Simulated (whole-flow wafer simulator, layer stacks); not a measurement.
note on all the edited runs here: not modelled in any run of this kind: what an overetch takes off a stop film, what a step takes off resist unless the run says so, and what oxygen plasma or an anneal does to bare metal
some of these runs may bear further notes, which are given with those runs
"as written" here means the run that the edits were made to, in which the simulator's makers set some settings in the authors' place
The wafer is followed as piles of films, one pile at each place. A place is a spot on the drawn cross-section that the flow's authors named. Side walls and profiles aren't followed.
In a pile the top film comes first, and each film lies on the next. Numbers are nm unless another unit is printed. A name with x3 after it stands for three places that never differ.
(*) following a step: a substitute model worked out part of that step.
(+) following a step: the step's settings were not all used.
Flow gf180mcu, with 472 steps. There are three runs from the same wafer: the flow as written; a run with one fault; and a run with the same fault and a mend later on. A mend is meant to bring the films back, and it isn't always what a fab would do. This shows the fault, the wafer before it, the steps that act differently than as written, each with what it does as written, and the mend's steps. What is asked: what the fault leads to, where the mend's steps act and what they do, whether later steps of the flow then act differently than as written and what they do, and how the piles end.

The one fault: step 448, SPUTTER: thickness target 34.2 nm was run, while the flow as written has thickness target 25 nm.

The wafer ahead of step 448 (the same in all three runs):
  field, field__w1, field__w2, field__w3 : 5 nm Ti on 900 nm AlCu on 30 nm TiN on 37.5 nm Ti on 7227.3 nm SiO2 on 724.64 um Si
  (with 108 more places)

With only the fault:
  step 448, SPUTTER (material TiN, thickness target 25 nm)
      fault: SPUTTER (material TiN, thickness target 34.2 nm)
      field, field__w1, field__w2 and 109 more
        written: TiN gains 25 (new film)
        fault: TiN gains 34.2 (new film)
  Steps further on in the flow that do not act as written (4 more steps, not shown, differ only slightly: by at most 2% or 0.5 nm, whichever is larger):
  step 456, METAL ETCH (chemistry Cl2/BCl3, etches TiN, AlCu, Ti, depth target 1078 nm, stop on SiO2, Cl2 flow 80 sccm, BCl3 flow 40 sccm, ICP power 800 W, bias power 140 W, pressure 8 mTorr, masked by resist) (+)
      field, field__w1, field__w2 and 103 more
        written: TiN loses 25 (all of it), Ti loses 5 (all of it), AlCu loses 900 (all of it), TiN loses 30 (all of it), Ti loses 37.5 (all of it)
        fault: TiN loses 34.2 (all of it), Ti loses 5 (all of it), AlCu loses 900 (all of it), TiN loses 30 (all of it), Ti loses 37.5 (all of it)
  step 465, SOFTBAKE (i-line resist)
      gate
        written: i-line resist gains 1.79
        fault: i-line resist loses 0.29
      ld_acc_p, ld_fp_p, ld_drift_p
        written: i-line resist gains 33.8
        fault: i-line resist gains 27.3
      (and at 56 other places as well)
  At field__w8, contact, m1, m1__w1, pad, m1_nw, the piles at the end differ from the flow's by more than 2% or 0.5 nm, whichever is larger.
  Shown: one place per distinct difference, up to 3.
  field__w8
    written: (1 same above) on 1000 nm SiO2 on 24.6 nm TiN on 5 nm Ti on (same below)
    fault: (1 same above) on 1000 nm SiO2 on 33.8 nm TiN on 5 nm Ti on (same below)
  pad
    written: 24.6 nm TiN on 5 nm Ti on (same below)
    fault: 33.8 nm TiN on 5 nm Ti on (same below)

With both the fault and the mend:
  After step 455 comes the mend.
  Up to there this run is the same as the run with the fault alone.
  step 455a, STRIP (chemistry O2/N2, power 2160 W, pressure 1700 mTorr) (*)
      field__w8, contact, m1, m1__w1, pad, m1_nw
        resist loses 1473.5 (all of it)
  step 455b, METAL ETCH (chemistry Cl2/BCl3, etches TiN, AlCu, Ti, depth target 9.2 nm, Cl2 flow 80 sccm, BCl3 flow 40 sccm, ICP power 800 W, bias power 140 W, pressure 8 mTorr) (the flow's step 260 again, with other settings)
      field, field__w1, field__w2 and 109 more
        TiN loses 9.2
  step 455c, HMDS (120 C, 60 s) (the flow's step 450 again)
      does not change any film at any place that is followed
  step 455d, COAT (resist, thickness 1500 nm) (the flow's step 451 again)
      field, field__w1, field__w2 and 109 more
        resist gains 1500 (new film)
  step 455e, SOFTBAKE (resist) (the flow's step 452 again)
      does not change any film at any place that is followed
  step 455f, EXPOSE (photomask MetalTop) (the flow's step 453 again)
      does not change any film at any place that is followed
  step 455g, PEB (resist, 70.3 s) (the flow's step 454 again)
      field, field__w1, field__w2 and 109 more
        resist loses 26.5
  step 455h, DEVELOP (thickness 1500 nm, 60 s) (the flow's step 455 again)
      field, field__w1, field__w2 and 103 more
        resist loses 1473.5 (all of it)
  Every later step of the flow that is run acts as written at every place that is followed.
  At every place that both follow, the piles at the end match the flow's.
